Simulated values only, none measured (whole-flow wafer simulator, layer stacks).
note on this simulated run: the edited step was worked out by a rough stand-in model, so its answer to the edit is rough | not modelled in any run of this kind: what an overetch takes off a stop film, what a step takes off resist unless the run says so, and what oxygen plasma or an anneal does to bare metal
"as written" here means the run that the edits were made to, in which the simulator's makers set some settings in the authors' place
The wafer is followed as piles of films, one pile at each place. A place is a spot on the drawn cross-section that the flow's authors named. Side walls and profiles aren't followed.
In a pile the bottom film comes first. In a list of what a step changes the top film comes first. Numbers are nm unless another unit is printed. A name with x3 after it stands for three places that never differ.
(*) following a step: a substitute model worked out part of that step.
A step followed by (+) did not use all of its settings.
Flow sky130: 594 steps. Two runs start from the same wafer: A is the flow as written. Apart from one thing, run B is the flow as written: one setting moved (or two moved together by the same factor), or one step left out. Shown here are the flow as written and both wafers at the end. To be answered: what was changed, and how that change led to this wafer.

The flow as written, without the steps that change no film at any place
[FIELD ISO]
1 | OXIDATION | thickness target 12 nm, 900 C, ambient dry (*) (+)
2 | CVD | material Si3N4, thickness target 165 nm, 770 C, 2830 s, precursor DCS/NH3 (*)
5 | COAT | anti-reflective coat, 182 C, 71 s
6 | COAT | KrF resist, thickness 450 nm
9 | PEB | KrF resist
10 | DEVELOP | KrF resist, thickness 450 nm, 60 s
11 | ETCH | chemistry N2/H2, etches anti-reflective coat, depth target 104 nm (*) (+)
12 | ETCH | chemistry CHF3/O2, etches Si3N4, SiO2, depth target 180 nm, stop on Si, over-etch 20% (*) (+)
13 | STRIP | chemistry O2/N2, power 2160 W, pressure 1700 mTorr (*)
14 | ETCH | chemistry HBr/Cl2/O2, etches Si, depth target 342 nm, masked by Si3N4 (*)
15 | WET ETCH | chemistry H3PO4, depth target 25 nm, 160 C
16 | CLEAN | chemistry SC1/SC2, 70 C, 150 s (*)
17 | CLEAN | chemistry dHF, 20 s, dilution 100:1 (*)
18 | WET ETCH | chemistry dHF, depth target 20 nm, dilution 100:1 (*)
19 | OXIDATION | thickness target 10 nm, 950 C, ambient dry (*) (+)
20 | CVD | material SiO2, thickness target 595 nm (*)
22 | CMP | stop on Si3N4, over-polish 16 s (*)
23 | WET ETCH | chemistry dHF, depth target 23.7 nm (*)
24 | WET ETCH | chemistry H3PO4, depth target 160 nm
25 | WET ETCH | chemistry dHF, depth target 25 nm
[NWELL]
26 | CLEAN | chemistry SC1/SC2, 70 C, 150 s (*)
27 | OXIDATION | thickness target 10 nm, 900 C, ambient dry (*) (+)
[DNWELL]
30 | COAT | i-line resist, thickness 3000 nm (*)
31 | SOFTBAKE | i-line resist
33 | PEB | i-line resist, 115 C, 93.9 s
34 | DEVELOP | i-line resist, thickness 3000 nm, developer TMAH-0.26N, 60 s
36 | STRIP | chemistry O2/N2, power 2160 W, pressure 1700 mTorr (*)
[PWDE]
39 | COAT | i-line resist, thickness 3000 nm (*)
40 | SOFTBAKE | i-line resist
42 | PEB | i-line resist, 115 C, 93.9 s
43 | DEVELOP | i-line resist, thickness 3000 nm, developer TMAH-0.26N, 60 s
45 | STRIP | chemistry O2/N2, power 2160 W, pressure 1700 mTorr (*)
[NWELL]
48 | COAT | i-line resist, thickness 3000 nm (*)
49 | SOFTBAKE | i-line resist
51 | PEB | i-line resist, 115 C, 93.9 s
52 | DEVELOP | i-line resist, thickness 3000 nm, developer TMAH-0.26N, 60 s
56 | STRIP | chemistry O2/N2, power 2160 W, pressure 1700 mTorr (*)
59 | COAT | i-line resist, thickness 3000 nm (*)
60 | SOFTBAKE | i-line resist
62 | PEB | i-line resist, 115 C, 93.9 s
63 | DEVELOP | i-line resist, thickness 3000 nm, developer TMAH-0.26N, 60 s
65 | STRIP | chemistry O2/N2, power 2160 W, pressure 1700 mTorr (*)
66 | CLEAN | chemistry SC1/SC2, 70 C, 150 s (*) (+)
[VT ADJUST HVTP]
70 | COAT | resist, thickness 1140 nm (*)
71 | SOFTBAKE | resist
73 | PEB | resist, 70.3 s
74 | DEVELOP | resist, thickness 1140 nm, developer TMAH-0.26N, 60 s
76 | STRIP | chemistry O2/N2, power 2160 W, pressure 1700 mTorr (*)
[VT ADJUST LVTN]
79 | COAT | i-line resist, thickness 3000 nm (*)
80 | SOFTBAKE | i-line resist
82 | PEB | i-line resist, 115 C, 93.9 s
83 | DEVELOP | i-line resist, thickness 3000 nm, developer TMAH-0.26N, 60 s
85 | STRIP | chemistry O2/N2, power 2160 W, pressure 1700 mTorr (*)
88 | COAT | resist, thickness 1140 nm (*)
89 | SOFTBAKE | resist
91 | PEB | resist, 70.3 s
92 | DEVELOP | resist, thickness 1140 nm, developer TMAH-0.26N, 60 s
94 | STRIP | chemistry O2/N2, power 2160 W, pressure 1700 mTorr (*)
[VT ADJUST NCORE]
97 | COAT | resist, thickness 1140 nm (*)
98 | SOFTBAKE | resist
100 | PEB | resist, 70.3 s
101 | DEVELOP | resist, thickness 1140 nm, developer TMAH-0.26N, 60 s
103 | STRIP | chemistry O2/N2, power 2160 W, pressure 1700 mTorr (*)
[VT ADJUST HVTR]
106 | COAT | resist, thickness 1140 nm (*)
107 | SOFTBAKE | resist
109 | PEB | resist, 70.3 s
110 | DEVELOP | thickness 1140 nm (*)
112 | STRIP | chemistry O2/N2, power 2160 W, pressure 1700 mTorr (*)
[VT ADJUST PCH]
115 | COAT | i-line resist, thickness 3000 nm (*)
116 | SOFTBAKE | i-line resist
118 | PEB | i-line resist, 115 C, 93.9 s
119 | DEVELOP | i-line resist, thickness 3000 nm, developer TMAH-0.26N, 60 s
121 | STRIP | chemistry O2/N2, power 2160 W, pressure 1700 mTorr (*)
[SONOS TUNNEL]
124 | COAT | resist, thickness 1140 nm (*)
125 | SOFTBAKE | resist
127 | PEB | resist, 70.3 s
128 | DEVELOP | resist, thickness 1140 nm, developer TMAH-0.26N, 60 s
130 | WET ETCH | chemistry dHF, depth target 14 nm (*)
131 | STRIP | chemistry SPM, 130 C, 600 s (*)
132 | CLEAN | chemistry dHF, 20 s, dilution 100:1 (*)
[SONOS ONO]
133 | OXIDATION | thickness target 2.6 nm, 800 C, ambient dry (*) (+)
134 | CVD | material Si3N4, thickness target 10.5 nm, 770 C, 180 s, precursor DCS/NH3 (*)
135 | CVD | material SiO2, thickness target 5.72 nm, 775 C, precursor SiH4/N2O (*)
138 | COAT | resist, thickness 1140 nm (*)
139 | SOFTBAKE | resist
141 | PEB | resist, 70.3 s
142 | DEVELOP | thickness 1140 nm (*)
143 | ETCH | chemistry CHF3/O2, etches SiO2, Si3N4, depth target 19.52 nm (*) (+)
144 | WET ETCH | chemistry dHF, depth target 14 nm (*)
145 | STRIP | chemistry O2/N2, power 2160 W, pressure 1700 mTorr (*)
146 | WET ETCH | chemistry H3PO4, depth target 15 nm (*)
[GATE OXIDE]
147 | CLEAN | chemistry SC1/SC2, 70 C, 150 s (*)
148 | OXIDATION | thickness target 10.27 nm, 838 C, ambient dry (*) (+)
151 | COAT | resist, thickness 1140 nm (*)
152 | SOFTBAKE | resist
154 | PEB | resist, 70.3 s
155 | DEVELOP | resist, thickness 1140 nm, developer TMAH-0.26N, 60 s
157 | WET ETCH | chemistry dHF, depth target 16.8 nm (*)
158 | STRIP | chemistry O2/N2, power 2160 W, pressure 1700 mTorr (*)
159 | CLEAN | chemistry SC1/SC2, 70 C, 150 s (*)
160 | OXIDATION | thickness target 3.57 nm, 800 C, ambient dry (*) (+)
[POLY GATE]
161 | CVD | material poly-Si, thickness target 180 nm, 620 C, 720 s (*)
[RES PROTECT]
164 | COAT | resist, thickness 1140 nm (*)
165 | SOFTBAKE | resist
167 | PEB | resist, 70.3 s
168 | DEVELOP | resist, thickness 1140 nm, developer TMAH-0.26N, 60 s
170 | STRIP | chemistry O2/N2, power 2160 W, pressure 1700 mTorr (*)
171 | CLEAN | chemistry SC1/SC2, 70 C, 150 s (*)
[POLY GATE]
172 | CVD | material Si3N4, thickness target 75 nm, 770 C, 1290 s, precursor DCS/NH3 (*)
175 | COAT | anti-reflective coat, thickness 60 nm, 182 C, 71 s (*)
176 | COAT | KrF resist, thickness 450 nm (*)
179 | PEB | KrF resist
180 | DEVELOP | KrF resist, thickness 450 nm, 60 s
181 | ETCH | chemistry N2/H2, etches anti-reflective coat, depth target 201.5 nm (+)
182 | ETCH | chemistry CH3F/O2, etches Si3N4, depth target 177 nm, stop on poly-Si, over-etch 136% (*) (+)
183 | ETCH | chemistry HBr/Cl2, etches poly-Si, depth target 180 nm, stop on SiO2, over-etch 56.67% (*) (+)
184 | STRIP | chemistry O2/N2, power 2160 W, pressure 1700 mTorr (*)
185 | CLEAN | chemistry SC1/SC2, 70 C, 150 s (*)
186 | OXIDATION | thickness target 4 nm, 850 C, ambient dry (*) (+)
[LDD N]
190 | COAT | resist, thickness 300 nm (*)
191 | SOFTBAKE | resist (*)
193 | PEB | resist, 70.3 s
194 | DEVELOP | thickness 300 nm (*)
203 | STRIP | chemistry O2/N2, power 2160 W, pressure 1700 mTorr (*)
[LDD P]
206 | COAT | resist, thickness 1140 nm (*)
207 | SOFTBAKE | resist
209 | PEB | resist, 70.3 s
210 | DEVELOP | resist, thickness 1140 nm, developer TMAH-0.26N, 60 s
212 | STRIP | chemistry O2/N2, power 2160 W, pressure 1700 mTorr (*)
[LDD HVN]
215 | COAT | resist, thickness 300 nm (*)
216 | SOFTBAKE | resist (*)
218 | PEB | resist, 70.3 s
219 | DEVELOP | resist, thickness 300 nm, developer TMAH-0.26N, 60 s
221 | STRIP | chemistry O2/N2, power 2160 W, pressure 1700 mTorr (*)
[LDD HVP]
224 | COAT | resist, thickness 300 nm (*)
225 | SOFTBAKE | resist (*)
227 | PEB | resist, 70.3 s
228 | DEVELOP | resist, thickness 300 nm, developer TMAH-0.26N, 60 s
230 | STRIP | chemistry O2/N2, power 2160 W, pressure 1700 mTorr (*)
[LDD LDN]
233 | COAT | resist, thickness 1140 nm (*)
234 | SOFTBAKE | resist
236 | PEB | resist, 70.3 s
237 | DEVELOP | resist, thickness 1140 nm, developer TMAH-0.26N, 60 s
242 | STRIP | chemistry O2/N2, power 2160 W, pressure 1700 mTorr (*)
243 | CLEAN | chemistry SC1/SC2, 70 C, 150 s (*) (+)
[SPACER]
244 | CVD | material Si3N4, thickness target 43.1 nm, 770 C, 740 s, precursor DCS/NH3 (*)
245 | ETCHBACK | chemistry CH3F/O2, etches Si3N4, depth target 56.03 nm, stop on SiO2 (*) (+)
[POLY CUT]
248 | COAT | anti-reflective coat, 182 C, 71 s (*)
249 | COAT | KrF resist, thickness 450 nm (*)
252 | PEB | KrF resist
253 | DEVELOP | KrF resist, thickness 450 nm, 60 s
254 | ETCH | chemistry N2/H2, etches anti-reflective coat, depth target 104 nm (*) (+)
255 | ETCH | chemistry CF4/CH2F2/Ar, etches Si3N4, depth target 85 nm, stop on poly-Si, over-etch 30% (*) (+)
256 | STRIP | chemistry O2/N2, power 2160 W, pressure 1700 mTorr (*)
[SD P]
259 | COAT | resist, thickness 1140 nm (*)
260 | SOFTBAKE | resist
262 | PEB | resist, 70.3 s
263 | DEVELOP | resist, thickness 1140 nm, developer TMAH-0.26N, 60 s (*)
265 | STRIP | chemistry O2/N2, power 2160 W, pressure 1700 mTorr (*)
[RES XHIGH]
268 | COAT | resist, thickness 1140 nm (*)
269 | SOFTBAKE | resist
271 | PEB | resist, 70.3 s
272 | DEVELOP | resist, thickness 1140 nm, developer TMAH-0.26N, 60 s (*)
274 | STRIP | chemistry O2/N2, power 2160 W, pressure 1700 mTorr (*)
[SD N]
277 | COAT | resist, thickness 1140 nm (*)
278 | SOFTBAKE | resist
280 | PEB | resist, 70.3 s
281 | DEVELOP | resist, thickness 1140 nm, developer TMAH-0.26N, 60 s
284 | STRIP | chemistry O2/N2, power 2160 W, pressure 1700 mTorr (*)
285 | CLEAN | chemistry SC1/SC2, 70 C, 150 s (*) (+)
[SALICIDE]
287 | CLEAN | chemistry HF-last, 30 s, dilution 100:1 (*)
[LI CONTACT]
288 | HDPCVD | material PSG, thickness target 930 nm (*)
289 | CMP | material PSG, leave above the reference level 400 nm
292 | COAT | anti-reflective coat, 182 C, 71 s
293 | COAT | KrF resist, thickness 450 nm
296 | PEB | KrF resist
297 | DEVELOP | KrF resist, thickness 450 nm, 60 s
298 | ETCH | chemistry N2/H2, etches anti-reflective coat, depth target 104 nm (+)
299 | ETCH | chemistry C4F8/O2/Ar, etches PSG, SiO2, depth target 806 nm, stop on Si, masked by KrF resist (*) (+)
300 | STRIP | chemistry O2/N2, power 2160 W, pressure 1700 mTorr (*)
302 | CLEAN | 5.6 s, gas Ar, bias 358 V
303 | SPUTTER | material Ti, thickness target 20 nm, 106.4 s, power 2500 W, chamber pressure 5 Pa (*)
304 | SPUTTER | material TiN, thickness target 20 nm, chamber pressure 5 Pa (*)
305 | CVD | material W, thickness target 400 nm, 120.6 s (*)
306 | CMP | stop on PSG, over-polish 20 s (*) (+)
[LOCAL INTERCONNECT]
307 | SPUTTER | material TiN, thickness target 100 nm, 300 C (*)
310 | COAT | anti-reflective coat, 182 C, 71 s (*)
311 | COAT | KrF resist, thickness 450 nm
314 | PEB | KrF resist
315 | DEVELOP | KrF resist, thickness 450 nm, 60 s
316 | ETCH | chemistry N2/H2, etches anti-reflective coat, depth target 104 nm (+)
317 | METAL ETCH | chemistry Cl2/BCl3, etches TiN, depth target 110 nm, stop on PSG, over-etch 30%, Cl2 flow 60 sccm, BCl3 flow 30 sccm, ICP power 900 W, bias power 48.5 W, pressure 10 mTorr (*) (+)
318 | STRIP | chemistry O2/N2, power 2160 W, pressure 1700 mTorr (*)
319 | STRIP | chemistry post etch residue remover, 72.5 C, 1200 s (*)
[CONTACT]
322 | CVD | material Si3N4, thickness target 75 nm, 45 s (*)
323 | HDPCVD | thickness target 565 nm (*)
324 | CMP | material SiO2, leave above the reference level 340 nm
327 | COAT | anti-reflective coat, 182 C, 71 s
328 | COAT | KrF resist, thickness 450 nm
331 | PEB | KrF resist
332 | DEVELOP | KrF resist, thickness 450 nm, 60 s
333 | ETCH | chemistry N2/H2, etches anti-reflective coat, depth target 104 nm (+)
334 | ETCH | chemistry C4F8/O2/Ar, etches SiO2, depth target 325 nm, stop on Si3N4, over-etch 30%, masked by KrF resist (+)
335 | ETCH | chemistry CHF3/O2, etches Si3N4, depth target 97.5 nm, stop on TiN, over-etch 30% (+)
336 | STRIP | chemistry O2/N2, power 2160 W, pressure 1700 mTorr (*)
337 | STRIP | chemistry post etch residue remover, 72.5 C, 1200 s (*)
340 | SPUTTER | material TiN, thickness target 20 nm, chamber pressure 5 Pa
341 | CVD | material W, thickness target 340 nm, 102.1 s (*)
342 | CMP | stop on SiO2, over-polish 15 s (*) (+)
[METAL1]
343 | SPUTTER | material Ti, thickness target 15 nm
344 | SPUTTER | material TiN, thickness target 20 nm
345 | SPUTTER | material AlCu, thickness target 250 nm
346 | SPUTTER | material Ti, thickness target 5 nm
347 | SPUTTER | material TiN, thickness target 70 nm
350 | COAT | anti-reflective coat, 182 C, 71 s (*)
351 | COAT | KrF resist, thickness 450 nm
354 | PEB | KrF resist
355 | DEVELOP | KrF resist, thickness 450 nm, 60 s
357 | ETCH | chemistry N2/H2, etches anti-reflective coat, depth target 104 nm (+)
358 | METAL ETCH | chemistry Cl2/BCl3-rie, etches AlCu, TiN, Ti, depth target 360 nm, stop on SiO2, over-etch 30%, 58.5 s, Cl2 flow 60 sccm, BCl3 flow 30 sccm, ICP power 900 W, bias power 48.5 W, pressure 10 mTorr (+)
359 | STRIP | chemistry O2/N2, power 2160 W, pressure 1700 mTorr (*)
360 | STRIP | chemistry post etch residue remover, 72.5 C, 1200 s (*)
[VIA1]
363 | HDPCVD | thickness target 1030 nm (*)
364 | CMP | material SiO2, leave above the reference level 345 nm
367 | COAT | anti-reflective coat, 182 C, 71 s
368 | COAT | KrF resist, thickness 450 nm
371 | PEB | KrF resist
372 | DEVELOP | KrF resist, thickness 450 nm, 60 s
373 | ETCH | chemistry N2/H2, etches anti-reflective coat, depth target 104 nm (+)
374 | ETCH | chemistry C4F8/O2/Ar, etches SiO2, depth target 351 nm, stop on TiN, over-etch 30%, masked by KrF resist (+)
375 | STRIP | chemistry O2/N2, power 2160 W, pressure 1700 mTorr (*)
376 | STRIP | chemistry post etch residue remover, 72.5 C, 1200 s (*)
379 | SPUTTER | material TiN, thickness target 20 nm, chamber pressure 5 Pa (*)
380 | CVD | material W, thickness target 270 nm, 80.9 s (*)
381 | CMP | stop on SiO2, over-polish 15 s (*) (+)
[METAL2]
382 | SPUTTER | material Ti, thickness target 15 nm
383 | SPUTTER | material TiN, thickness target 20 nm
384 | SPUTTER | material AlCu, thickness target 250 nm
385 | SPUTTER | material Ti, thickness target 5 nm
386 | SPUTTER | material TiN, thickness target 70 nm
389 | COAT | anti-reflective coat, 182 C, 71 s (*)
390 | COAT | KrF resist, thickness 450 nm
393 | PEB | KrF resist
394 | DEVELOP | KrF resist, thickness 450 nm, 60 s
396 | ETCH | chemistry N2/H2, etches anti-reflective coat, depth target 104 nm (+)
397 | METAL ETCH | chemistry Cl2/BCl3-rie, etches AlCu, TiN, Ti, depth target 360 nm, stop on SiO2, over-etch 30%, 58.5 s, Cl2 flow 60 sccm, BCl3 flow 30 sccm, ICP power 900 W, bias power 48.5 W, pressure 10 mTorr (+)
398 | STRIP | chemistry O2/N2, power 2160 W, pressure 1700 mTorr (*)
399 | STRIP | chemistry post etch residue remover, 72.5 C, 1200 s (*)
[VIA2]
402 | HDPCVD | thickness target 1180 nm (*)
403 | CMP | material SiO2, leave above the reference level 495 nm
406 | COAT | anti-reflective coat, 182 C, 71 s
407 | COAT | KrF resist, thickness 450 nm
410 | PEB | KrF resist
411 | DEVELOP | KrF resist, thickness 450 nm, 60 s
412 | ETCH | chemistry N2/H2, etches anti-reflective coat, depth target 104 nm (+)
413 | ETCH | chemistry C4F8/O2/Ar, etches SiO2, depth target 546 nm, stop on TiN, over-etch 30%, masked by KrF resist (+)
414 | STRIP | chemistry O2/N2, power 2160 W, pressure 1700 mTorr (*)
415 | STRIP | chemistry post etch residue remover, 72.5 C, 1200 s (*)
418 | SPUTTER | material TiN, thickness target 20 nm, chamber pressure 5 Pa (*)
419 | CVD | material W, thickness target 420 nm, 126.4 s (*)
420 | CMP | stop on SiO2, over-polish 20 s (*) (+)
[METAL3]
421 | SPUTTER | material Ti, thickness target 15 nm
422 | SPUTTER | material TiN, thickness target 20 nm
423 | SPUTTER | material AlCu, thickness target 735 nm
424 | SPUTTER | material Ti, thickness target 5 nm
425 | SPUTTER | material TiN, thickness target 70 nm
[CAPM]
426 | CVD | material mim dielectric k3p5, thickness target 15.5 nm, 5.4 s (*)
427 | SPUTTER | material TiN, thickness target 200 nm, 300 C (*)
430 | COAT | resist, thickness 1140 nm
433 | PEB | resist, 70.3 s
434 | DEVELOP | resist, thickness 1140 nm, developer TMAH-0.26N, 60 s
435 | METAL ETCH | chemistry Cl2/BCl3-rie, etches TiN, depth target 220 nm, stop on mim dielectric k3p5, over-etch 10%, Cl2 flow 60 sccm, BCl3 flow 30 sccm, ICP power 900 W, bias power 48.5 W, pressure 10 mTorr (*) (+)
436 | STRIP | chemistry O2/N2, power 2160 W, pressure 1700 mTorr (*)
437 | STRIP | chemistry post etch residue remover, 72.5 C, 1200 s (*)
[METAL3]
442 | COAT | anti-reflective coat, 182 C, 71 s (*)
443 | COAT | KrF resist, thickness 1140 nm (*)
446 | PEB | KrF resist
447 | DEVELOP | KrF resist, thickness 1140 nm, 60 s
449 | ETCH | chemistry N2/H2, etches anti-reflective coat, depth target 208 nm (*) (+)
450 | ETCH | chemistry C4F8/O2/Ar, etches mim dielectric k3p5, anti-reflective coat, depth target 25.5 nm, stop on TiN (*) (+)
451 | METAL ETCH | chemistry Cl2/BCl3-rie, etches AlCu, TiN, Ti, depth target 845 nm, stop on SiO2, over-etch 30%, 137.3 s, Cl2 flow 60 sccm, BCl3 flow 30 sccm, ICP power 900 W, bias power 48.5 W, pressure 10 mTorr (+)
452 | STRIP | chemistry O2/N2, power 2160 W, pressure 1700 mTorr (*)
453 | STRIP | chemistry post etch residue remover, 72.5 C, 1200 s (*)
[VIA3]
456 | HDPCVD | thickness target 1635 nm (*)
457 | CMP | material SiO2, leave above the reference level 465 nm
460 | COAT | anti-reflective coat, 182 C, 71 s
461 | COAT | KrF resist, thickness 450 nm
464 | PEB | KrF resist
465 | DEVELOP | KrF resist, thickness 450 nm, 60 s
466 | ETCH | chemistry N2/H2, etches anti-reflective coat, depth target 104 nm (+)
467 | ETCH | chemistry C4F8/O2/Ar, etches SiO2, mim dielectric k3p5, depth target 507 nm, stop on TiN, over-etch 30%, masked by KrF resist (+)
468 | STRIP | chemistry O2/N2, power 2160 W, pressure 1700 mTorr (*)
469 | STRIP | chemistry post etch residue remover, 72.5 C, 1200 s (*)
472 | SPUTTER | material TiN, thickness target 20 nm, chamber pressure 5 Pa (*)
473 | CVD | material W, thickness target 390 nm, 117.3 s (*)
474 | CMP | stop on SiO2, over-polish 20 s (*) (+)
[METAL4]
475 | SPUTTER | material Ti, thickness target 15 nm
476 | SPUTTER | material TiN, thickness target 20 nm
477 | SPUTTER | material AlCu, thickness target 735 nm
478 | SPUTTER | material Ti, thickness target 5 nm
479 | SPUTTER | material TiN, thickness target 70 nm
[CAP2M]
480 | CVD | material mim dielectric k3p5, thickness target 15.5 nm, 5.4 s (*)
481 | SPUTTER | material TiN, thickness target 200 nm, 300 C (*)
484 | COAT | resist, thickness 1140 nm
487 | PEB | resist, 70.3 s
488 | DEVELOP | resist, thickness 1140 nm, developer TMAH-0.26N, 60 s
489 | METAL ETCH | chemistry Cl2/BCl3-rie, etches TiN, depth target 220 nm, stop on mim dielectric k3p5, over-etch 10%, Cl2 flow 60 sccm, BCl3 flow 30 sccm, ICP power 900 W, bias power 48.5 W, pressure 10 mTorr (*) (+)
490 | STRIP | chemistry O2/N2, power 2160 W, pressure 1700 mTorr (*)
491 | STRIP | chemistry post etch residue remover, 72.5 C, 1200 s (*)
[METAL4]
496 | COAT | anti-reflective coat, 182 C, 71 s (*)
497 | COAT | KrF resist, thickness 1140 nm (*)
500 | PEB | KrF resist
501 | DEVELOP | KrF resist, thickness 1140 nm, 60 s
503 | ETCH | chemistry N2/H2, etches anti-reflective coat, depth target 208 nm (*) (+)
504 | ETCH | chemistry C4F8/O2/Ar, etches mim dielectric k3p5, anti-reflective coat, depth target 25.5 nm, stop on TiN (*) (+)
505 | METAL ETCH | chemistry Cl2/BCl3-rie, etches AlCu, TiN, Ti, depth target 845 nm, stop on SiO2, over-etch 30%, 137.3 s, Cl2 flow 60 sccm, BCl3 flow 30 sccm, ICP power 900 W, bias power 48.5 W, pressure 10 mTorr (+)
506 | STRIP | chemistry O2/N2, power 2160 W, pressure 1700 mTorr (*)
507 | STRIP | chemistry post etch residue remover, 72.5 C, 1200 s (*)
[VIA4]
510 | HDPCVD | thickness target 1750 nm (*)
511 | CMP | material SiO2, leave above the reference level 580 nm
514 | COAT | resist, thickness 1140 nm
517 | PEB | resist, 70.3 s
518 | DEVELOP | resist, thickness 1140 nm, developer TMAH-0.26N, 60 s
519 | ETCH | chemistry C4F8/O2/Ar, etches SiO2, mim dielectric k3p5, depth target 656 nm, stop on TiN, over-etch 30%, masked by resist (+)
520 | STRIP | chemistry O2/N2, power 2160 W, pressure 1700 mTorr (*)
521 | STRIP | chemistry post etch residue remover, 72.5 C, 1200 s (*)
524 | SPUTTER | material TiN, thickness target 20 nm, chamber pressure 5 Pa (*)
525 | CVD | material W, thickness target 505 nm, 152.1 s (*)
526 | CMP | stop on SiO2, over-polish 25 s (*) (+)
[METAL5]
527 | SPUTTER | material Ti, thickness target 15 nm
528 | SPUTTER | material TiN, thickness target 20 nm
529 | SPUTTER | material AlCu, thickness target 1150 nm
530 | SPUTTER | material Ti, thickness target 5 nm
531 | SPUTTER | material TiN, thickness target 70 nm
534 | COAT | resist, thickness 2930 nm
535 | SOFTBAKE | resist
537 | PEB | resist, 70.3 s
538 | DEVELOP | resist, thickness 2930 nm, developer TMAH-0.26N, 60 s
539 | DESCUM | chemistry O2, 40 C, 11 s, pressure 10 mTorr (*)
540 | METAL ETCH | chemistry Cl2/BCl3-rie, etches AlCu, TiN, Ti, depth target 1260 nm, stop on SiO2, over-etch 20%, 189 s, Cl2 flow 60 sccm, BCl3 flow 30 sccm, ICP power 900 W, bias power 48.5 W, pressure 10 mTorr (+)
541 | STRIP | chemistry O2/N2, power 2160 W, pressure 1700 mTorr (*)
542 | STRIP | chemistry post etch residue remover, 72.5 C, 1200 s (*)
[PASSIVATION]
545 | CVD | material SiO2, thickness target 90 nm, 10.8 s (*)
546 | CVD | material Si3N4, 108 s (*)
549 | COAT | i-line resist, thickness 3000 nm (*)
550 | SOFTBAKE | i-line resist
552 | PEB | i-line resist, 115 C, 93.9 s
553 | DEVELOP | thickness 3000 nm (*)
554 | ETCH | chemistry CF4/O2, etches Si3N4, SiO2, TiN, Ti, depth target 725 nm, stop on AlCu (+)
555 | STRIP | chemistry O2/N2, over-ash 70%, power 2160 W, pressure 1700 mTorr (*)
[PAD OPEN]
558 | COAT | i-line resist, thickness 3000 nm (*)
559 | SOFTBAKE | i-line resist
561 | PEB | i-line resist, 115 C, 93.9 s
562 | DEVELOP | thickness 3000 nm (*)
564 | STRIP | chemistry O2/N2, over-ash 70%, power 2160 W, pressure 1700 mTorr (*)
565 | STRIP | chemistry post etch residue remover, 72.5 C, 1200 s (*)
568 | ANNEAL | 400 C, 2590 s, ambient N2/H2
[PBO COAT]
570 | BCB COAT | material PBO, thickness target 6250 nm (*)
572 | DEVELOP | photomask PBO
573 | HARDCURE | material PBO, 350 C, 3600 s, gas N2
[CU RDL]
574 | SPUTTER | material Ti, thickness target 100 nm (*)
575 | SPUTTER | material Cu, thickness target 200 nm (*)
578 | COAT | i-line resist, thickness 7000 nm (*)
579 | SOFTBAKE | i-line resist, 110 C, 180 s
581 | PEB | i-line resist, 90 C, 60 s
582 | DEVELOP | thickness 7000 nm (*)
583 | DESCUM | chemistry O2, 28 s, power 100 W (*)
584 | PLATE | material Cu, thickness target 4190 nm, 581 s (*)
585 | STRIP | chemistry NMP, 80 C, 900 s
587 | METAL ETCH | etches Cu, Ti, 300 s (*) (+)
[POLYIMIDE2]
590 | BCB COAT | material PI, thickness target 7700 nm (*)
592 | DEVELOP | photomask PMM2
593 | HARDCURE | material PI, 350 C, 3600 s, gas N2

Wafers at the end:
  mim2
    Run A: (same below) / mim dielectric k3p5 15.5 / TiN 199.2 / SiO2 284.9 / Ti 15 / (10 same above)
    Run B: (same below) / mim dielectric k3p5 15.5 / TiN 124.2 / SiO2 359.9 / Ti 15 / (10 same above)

What caused this: step 481, SPUTTER: thickness target 125 nm was run, though the flow has thickness target 200 nm.

Step by step, how the change led to this:
  481 | SPUTTER | material TiN, thickness target 200 nm, 300 C (*)
      field, active, n_well and 189 more: A TiN gains 200 (new film) | B TiN gains 125 (new film)
  489 | METAL ETCH | chemistry Cl2/BCl3-rie, etches TiN, depth target 220 nm, stop on mim dielectric k3p5, over-etch 10%, Cl2 flow 60 sccm, BCl3 flow 30 sccm, ICP power 900 W, bias power 48.5 W, pressure 10 mTorr (*) (+)
      field, active, n_well and 188 more: A TiN loses 200 (all of it) | B TiN loses 125 (all of it)
      mim2: A resist loses 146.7 | B resist loses 91.7
  490 | STRIP | chemistry O2/N2, power 2160 W, pressure 1700 mTorr (*)
      mim2: A resist loses 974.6 (all of it) | B resist loses 1029.6 (all of it)
  496 | COAT | anti-reflective coat, 182 C, 71 s (*)
      iso_guard__w2: A anti-reflective coat gains 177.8 (new film) | B anti-reflective coat gains 129.2 (new film)
      mim2: A anti-reflective coat gains 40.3 (new film) | B anti-reflective coat gains 29.5 (new film)
  497 | COAT | KrF resist, thickness 1140 nm (*)
      iso_guard__w2: A KrF resist gains 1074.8 (new film) | B KrF resist gains 1107.5 (new film)
      mim2: A KrF resist gains 1018.9 (new film) | B KrF resist gains 1085.2 (new film)
  506 | STRIP | chemistry O2/N2, power 2160 W, pressure 1700 mTorr (*)
      iso_guard__w2: A KrF resist loses 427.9 (all of it), anti-reflective coat loses 177.8 (all of it) | B KrF resist loses 460.5 (all of it), anti-reflective coat loses 129.2 (all of it)
      mim2: A KrF resist loses 372.1 (all of it), anti-reflective coat loses 40.3 (all of it) | B KrF resist loses 438.3 (all of it), anti-reflective coat loses 29.5 (all of it)
  511 | CMP | material SiO2, leave above the reference level 580 nm
      mim2: A SiO2 loses 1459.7 | B SiO2 loses 1384.7
